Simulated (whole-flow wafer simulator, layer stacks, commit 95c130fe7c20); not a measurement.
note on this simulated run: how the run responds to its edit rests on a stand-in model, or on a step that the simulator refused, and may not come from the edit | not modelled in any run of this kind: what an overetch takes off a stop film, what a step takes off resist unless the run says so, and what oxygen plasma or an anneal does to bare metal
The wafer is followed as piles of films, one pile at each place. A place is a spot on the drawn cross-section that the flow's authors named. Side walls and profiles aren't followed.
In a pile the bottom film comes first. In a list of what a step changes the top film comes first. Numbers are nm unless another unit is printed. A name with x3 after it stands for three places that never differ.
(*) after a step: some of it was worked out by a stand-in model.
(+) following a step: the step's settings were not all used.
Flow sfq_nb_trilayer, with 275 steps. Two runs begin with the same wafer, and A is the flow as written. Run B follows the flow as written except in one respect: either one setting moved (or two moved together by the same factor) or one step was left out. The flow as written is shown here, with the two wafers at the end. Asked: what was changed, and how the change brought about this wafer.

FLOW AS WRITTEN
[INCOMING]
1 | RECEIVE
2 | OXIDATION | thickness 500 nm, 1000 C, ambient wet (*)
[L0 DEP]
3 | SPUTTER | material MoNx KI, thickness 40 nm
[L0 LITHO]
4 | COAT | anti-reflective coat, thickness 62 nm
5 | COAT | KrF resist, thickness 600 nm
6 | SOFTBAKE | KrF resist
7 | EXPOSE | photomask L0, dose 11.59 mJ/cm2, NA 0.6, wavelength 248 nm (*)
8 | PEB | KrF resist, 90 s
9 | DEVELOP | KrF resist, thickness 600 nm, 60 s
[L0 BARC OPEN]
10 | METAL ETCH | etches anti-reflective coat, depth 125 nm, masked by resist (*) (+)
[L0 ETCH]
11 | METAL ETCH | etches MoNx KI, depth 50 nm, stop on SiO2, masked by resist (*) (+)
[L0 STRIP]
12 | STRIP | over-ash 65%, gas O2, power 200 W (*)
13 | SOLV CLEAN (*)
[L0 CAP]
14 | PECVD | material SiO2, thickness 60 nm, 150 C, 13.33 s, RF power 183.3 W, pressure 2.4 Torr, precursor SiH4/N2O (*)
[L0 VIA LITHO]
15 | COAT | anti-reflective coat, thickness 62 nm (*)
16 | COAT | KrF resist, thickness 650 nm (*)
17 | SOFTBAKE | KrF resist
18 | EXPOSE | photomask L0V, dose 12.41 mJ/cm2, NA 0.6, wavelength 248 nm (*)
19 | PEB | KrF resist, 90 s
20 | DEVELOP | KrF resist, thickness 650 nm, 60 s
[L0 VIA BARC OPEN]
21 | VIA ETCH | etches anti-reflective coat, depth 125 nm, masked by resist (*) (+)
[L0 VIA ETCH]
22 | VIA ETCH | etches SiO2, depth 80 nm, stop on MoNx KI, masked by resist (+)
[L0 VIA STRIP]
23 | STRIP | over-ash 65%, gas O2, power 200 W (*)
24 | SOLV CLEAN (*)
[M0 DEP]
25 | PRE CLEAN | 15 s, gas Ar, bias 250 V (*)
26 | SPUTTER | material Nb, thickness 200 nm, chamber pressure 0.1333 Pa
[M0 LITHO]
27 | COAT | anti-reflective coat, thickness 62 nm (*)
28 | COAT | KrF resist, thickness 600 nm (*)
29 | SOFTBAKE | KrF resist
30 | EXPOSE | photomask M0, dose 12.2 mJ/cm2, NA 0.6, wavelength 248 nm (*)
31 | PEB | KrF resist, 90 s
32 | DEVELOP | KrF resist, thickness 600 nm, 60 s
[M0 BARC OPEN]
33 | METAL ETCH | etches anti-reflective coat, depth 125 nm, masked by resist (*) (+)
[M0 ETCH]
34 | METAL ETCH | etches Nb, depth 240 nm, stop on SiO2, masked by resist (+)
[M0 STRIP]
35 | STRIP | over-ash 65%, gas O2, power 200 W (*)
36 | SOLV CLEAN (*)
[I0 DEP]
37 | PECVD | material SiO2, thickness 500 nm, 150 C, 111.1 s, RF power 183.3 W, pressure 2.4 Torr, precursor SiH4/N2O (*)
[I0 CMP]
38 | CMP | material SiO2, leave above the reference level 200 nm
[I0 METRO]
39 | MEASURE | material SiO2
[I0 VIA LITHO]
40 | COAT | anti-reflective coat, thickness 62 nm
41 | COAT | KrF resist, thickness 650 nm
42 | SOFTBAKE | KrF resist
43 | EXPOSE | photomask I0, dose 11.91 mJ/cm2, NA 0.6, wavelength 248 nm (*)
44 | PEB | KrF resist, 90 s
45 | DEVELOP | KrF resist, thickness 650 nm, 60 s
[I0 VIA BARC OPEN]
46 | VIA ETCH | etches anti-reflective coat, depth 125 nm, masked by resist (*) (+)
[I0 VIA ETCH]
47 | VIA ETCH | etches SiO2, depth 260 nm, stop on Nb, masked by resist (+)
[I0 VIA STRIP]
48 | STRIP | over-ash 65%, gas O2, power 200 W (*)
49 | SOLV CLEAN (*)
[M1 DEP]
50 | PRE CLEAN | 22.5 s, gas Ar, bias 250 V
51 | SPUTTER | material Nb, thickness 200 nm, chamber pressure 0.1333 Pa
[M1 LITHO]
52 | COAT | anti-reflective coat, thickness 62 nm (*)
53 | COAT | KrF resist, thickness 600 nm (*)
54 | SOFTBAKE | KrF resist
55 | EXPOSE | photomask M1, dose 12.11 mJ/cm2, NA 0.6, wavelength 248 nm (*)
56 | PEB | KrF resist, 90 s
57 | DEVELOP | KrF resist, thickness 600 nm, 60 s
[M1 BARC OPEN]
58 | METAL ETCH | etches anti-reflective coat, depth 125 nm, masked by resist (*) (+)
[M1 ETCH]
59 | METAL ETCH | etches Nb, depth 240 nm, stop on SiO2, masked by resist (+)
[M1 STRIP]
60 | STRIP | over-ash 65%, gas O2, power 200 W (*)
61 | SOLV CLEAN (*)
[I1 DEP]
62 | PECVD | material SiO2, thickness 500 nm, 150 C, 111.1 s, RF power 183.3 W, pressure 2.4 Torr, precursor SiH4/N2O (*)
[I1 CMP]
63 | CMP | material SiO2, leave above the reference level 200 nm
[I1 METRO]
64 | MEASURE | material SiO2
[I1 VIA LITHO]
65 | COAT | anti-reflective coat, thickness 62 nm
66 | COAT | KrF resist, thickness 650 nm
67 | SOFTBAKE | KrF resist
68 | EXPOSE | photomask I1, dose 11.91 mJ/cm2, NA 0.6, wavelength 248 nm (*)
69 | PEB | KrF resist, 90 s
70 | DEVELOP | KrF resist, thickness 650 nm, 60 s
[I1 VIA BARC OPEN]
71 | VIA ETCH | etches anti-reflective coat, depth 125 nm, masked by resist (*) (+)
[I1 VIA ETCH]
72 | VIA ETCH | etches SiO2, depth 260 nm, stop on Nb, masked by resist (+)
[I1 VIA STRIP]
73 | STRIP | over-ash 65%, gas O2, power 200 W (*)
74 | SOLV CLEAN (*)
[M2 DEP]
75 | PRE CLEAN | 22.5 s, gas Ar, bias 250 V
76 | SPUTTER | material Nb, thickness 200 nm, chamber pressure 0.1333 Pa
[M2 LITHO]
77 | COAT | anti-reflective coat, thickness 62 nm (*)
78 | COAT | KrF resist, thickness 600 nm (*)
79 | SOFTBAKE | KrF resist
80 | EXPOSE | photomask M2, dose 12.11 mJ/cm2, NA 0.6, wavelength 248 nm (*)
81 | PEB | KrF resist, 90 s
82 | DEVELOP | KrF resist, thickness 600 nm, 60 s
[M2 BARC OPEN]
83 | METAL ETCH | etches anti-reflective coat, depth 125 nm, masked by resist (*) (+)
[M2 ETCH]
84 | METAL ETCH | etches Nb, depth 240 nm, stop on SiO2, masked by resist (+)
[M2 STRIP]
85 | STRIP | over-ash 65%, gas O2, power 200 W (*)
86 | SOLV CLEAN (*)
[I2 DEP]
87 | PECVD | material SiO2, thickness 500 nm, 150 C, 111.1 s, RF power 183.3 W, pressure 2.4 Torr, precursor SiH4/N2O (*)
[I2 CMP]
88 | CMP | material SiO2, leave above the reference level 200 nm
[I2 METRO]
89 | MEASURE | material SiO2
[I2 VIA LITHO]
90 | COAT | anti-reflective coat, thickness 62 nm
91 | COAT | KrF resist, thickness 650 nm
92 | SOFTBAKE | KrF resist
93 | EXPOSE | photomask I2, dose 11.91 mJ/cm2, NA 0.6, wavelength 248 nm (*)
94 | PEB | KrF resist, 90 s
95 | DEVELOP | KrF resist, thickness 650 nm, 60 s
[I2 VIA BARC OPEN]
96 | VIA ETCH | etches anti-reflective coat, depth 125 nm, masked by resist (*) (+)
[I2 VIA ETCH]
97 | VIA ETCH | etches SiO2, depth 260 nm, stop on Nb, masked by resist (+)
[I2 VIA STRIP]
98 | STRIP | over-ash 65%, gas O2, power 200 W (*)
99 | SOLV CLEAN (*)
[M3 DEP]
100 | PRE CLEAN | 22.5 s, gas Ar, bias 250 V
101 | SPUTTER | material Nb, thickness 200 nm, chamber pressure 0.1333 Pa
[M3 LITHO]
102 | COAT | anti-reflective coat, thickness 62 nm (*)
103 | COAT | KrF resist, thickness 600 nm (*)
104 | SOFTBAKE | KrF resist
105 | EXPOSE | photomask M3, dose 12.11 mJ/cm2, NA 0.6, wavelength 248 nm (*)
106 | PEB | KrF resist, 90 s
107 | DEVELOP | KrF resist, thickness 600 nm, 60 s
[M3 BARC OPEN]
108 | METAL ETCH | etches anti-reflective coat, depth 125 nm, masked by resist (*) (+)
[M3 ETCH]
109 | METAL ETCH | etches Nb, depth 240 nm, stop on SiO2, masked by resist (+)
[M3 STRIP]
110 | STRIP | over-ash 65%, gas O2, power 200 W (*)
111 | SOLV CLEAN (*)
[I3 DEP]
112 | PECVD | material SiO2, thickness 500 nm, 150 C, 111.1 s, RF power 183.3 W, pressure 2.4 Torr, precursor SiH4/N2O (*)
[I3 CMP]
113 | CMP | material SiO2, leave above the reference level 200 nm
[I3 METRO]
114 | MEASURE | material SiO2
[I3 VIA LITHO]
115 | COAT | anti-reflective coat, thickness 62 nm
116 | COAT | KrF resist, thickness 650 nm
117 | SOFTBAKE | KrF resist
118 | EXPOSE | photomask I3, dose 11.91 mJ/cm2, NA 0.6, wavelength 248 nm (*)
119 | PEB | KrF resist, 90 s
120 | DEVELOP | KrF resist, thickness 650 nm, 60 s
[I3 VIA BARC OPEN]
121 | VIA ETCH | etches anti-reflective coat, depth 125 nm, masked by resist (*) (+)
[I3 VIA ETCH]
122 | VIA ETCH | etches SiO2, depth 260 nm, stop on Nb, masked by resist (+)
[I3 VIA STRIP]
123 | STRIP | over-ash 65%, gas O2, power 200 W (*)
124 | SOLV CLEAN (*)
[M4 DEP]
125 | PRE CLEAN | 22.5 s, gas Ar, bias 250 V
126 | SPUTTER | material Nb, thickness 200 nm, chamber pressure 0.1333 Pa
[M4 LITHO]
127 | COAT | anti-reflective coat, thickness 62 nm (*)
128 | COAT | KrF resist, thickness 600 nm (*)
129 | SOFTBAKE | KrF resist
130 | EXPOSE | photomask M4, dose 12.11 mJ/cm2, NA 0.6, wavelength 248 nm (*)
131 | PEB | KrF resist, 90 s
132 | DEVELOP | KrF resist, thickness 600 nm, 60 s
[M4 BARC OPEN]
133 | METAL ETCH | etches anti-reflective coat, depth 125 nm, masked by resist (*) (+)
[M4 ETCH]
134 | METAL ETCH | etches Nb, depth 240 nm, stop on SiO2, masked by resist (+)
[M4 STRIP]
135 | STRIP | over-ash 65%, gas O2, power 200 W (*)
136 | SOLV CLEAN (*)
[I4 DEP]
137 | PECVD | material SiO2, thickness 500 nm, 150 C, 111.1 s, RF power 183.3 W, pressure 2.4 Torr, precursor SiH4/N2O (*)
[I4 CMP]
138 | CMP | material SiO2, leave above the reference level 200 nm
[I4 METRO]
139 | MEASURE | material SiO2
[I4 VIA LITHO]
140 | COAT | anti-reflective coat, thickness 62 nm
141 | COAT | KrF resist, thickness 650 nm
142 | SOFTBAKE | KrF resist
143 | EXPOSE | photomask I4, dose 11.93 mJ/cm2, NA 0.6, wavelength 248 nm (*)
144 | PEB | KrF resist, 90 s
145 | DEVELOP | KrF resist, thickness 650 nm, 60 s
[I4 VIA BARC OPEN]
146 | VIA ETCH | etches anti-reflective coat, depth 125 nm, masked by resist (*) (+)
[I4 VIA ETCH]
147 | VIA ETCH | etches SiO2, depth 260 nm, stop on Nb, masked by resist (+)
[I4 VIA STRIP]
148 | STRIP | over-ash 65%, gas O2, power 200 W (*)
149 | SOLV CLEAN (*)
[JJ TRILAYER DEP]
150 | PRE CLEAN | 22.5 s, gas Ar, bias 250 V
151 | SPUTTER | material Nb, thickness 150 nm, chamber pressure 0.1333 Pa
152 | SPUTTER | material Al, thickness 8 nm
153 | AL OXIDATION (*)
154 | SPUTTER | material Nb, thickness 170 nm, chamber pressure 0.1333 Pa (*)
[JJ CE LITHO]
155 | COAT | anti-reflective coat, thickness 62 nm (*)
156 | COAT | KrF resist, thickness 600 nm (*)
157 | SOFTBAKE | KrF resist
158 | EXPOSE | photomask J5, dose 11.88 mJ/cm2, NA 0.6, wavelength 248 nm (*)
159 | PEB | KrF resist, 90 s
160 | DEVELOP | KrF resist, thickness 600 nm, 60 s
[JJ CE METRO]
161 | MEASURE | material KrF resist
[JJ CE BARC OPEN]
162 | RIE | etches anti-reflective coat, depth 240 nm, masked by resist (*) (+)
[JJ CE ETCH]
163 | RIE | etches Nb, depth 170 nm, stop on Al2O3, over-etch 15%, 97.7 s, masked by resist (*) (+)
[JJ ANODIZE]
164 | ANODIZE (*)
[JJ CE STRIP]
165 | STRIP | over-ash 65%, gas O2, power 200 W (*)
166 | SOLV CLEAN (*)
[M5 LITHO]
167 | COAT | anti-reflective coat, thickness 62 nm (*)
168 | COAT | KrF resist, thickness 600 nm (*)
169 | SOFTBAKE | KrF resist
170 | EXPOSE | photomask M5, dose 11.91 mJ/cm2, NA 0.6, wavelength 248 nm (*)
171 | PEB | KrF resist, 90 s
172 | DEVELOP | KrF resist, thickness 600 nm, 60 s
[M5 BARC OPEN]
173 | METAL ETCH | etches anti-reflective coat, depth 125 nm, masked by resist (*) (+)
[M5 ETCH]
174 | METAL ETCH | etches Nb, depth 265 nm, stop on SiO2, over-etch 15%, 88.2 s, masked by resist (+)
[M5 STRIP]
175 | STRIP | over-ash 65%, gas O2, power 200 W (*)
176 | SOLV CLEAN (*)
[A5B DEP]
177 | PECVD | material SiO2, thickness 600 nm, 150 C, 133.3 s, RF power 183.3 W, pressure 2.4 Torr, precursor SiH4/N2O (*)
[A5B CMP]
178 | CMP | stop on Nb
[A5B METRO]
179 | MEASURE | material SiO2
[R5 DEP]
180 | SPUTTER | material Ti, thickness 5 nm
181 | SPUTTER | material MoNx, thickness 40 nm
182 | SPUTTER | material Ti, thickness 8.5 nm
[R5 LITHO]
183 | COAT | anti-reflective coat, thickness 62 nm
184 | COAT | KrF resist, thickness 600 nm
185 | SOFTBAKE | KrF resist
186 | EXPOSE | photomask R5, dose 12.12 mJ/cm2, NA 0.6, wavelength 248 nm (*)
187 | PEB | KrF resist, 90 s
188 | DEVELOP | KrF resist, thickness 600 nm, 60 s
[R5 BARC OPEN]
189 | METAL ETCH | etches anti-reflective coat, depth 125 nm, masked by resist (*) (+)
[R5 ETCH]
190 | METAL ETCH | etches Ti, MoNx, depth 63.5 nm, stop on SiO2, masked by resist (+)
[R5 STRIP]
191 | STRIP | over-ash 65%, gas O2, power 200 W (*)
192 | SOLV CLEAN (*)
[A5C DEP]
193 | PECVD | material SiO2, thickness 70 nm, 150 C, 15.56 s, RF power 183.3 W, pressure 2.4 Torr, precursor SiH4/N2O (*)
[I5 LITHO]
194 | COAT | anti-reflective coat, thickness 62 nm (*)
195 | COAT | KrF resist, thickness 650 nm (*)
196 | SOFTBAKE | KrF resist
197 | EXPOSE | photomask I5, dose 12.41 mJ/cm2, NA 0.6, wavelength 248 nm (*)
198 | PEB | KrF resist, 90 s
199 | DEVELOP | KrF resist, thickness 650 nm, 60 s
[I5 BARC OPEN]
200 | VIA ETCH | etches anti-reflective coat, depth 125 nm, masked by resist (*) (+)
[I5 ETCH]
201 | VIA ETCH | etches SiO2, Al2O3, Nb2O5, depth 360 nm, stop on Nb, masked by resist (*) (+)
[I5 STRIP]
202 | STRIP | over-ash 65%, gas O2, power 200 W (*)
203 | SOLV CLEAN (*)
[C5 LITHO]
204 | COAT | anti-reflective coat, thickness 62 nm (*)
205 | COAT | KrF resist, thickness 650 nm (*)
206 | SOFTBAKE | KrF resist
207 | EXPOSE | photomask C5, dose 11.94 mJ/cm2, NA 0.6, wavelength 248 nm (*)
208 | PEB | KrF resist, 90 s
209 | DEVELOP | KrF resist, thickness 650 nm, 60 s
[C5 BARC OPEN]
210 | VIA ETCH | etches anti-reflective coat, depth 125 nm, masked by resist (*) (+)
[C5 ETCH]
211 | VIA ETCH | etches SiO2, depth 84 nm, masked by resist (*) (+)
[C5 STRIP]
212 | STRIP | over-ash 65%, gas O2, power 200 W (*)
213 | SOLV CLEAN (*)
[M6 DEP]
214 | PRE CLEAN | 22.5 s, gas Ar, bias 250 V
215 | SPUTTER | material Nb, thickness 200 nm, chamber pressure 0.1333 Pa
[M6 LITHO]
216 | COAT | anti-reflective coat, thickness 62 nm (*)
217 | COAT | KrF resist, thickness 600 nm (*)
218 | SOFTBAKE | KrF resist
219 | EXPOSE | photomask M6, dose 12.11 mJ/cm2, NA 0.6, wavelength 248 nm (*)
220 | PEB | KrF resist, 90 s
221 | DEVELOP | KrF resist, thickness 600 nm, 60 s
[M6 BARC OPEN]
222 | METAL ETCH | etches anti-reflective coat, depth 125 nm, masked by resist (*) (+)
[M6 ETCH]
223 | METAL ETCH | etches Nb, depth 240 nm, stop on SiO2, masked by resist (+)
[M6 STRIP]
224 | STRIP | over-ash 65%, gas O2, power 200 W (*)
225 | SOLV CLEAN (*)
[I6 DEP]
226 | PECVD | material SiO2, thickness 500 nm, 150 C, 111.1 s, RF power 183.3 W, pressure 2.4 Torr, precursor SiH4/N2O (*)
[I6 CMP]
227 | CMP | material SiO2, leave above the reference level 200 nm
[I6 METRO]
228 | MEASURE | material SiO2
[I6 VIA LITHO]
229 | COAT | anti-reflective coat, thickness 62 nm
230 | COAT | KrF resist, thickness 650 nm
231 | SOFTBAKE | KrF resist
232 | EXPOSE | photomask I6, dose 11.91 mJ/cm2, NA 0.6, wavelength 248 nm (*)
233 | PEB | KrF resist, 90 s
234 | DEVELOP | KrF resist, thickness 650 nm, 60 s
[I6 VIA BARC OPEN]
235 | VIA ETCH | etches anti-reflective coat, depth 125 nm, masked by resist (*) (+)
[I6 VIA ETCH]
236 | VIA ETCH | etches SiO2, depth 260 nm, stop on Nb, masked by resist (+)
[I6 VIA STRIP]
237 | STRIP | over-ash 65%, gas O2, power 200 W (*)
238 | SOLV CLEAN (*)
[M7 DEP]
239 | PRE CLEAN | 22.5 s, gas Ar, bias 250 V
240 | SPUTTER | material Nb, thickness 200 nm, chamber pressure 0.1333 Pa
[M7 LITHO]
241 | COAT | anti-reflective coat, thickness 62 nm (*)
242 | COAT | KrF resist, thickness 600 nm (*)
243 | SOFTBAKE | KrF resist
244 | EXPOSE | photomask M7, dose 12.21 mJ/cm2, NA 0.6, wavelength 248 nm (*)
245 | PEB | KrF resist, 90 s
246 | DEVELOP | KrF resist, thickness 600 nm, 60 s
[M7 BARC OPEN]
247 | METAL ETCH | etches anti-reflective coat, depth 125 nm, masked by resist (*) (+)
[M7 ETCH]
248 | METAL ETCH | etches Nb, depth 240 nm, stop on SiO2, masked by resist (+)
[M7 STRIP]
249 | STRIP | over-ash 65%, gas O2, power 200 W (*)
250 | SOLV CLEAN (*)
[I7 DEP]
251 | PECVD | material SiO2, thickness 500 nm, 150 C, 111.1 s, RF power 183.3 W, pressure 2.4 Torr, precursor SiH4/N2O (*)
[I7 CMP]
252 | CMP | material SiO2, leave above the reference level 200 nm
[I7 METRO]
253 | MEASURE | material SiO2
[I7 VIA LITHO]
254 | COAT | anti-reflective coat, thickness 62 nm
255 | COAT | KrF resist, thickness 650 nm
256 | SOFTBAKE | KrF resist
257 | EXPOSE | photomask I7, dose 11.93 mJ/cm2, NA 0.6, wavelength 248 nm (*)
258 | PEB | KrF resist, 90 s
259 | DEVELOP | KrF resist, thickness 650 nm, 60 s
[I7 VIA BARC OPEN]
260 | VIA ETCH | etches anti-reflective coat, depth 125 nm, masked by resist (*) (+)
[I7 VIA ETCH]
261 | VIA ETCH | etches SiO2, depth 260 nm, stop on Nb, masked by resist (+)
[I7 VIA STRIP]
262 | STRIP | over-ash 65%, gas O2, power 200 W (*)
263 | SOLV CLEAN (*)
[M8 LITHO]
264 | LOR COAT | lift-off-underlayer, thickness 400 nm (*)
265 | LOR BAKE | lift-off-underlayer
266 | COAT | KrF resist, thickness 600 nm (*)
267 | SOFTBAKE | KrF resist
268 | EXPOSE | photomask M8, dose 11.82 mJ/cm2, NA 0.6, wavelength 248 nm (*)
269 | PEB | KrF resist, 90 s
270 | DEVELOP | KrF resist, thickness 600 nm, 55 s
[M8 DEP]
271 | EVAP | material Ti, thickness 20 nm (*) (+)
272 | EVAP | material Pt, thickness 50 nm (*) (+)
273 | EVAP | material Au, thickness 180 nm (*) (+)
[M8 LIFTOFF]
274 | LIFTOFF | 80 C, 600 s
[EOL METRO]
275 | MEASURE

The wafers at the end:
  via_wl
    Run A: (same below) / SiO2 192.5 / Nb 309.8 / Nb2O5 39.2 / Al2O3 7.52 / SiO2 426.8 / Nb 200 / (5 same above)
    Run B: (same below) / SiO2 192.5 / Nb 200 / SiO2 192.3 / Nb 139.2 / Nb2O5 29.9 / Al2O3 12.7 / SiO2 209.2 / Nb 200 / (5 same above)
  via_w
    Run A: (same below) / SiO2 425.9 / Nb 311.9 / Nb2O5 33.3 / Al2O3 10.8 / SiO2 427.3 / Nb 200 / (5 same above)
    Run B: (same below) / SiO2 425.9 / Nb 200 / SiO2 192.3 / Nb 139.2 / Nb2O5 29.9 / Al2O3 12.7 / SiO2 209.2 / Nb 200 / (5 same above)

What caused this: step 147, VIA ETCH: etches SiO2, depth 260 nm, stop on Nb, masked by resist (+), was skipped.

Step by step, how the change led to this:
  148 | STRIP | over-ash 65%, gas O2, power 200 W (*)
      field_l, v_sur, via_sp and 100 more: A KrF resist loses 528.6 (all of it), anti-reflective coat loses 62 (all of it) | B KrF resist loses 573.4 (all of it), anti-reflective coat loses 62 (all of it)
  150 | PRE CLEAN | 22.5 s, gas Ar, bias 250 V
      via_wl, via_w, via_wr: A Nb loses 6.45 | B SiO2 loses 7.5
  151 | SPUTTER | material Nb, thickness 150 nm, chamber pressure 0.1333 Pa
      via_wl, via_w, via_wr: A Nb gains 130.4 | B Nb gains 150 (new film)
  152 | SPUTTER | material Al, thickness 8 nm
      via_wl, via_wr: A Al gains 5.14 (new film) | B Al gains 8 (new film)
      via_w: A Al gains 7.12 (new film) | B Al gains 8 (new film)
  154 | SPUTTER | material Nb, thickness 170 nm, chamber pressure 0.1333 Pa (*)
      via_wl, via_wr: A Nb gains 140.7 (new film) | B Nb gains 170 (new film)
      via_w: A Nb gains 141 (new film) | B Nb gains 170 (new film)
  155 | COAT | anti-reflective coat, thickness 62 nm (*)
      via_wl, via_wr: A anti-reflective coat gains 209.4 (new film) | B anti-reflective coat gains 62.1 (new film)
      field_l: A anti-reflective coat gains 60.4 (new film) | B anti-reflective coat gains 62 (new film)
      (also at 4 further places)
  156 | COAT | KrF resist, thickness 600 nm (*)
      field_l, via_sp: A KrF resist gains 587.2 (new film) | B KrF resist gains 600 (new film)
      via_wl: A KrF resist gains 663 (new film) | B KrF resist gains 600.1 (new film)
      (also at 2 further places)
  160 | DEVELOP | KrF resist, thickness 600 nm, 60 s
      field_l, via_sp: A KrF resist loses 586 (all of it) | B KrF resist loses 598.7 (all of it)
      via_wl: A KrF resist loses 661.6 (all of it) | B KrF resist loses 598.8 (all of it)
      (also at 2 further places)
  162 | RIE | etches anti-reflective coat, depth 240 nm, masked by resist (*) (+)
      ce_l, c5j, ce_r, wl_jj: A KrF resist loses 209.4 | B KrF resist loses 93
      via_wl, via_wr: A anti-reflective coat loses 209.4 (all of it) | B anti-reflective coat loses 62.1 (all of it)
      (also at 5 further places)
  163 | RIE | etches Nb, depth 170 nm, stop on Al2O3, over-etch 15%, 97.7 s, masked by resist (*) (+)
      via_wl, via_wr: A Nb loses 140.7 (all of it), Al2O3 loses 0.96 (all of it) | B Nb loses 170 (all of it), Al2O3 loses 0.51
      via_w: A Nb loses 141 (all of it), Al2O3 loses 0.96 (all of it) | B Nb loses 170 (all of it), Al2O3 loses 0.51
  164 | ANODIZE (*)
      via_wl, via_wr: A Al2O3 gains 7.52 (new film), Nb2O5 gains 39.2 (new film), Al loses 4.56 (all of it), Nb loses 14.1 | B Al2O3 gains 12.2, Nb2O5 gains 29.9 (new film), Al loses 7.42 (all of it), Nb loses 10.8
      via_w: A Al2O3 gains 10.8 (new film), Nb2O5 gains 33.3 (new film), Al loses 6.54 (all of it), Nb loses 12 | B Al2O3 gains 12.2, Nb2O5 gains 29.9 (new film), Al loses 7.42 (all of it), Nb loses 10.8
  165 | STRIP | over-ash 65%, gas O2, power 200 W (*)
      c5j, ce_r: A KrF resist loses 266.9 (all of it), anti-reflective coat loses 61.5 (all of it) | B KrF resist loses 384.5 (all of it), anti-reflective coat loses 62 (all of it)
      ce_l: A KrF resist loses 266.8 (all of it), anti-reflective coat loses 61.4 (all of it) | B KrF resist loses 384.5 (all of it), anti-reflective coat loses 62 (all of it)
      (also at 1 further place)
  167 | COAT | anti-reflective coat, thickness 62 nm (*)
      field_l: A anti-reflective coat gains 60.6 (new film) | B anti-reflective coat gains 62.2 (new film)
      v_sur: A anti-reflective coat gains 44.9 (new film) | B anti-reflective coat gains 62.2 (new film)
      (also at 5 further places)
  168 | COAT | KrF resist, thickness 600 nm (*)
      field_l: A KrF resist gains 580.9 (new film) | B KrF resist gains 600.7 (new film)
      v_sur: A KrF resist gains 577.9 (new film) | B KrF resist gains 600.7 (new film)
      (also at 4 further places)
  172 | DEVELOP | KrF resist, thickness 600 nm, 60 s
      field_l: A KrF resist loses 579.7 (all of it) | B KrF resist loses 599.4 (all of it)
  173 | METAL ETCH | etches anti-reflective coat, depth 125 nm, masked by resist (*) (+)
      field_l: A anti-reflective coat loses 60.6 (all of it), Al2O3 loses 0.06 | B anti-reflective coat loses 62.2 (all of it), Al2O3 loses 0.06
  ... 1 further step ...
  178 | CMP | stop on Nb
      via_wl, via_wr: A SiO2 loses 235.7 | B SiO2 loses 453.3
      via_w: A SiO2 loses 235.2 | B SiO2 loses 453.3
If metal films that touch count as one body, via_wl has 8 bodies (between them, from the top down: SiO2 192.5; SiO2 209.2 / Al2O3 12.7 / Nb2O5 29.9; SiO2 192.3; SiO2 192.5; SiO2 192.5; SiO2 192.5; SiO2 192.5); the flow as written gives 7 bodies (between them, from the top down: SiO2 192.5; SiO2 426.8 / Al2O3 7.52 / Nb2O5 39.2; SiO2 192.5; SiO2 192.5; SiO2 192.5; SiO2 192.5).
If metal films that touch count as one body, via_w has 6 bodies (between them, from the top down: SiO2 192.5; SiO2 209.2 / Al2O3 12.7 / Nb2O5 29.9; SiO2 192.3; SiO2 425.9; SiO2 416.9); the flow as written gives 5 bodies (between them, from the top down: SiO2 192.5; SiO2 427.3 / Al2O3 10.8 / Nb2O5 33.3; SiO2 425.9; SiO2 416.9).
